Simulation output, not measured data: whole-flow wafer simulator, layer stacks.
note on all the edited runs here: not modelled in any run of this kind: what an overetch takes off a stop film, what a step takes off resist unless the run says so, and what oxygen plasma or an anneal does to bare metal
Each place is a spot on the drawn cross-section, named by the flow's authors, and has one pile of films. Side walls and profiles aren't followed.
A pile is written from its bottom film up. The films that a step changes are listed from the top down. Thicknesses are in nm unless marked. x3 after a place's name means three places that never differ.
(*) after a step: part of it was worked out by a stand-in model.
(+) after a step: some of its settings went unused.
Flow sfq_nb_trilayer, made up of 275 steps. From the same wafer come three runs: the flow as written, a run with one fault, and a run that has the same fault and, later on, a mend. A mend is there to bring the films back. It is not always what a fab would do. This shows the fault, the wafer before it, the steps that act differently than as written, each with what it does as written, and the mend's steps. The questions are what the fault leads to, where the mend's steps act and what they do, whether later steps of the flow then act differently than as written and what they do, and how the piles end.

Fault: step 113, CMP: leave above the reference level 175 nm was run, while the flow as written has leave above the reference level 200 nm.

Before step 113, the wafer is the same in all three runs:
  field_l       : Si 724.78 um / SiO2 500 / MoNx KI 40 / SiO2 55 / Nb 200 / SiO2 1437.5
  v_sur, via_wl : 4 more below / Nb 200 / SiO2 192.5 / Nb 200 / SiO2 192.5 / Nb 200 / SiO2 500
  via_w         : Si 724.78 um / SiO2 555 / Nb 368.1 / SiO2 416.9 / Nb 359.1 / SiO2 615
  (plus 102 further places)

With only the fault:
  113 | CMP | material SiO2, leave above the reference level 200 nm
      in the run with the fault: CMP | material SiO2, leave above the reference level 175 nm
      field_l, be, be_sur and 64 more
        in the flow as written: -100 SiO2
        in the run with the fault: -125 SiO2
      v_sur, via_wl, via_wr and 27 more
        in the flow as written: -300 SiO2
        in the run with the fault: -325 SiO2
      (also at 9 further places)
  Later steps of the flow acting differently than as written (3 more steps, not shown, differ only slightly: by at most 2% or 0.5 nm, whichever is larger):
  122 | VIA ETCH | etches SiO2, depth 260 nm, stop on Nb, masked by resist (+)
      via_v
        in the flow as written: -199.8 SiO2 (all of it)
        in the run with the fault: -174.8 SiO2 (all of it)
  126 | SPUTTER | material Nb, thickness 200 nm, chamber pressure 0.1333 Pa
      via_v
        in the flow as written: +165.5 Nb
        in the run with the fault: +171 Nb
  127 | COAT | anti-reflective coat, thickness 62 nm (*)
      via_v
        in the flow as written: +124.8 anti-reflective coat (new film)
        in the run with the fault: +119.2 anti-reflective coat (new film)
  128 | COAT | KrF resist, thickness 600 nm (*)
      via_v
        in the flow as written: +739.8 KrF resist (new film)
        in the run with the fault: +719.1 KrF resist (new film)
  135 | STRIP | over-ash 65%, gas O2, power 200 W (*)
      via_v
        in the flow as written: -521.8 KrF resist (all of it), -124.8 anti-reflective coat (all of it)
        in the run with the fault: -501.2 KrF resist (all of it), -119.2 anti-reflective coat (all of it)
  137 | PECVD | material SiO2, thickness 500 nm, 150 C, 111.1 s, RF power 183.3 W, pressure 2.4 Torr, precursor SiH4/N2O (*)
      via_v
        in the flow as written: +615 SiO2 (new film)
        in the run with the fault: +584.6 SiO2 (new film)
  At v_sur, via_wl, via_w and 29 more, the piles at the end differ from the flow's by more than 2% or 0.5 nm, whichever is larger.
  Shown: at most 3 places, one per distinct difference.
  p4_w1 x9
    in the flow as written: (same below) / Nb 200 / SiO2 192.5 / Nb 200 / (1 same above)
    in the run with the fault: (same below) / Nb 200 / SiO2 167.5 / Nb 200 / (1 same above)
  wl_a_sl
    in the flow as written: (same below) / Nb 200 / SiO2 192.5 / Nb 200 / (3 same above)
    in the run with the fault: (same below) / Nb 200 / SiO2 167.5 / Nb 200 / (3 same above)
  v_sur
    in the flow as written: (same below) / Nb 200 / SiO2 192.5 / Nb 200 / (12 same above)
    in the run with the fault: (same below) / Nb 200 / SiO2 167.5 / Nb 200 / (12 same above)

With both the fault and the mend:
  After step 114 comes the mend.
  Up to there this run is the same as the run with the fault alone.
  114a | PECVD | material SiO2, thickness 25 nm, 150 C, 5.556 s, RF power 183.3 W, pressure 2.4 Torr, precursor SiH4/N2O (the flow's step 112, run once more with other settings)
      field_l, v_sur, via_wl and 103 more
        +25 SiO2
  Every later step of the flow that is run acts as written, at every place that is followed, to within 2% or 0.5 nm, whichever is larger.
  At every place that both follow, the piles at the end match the flow's.
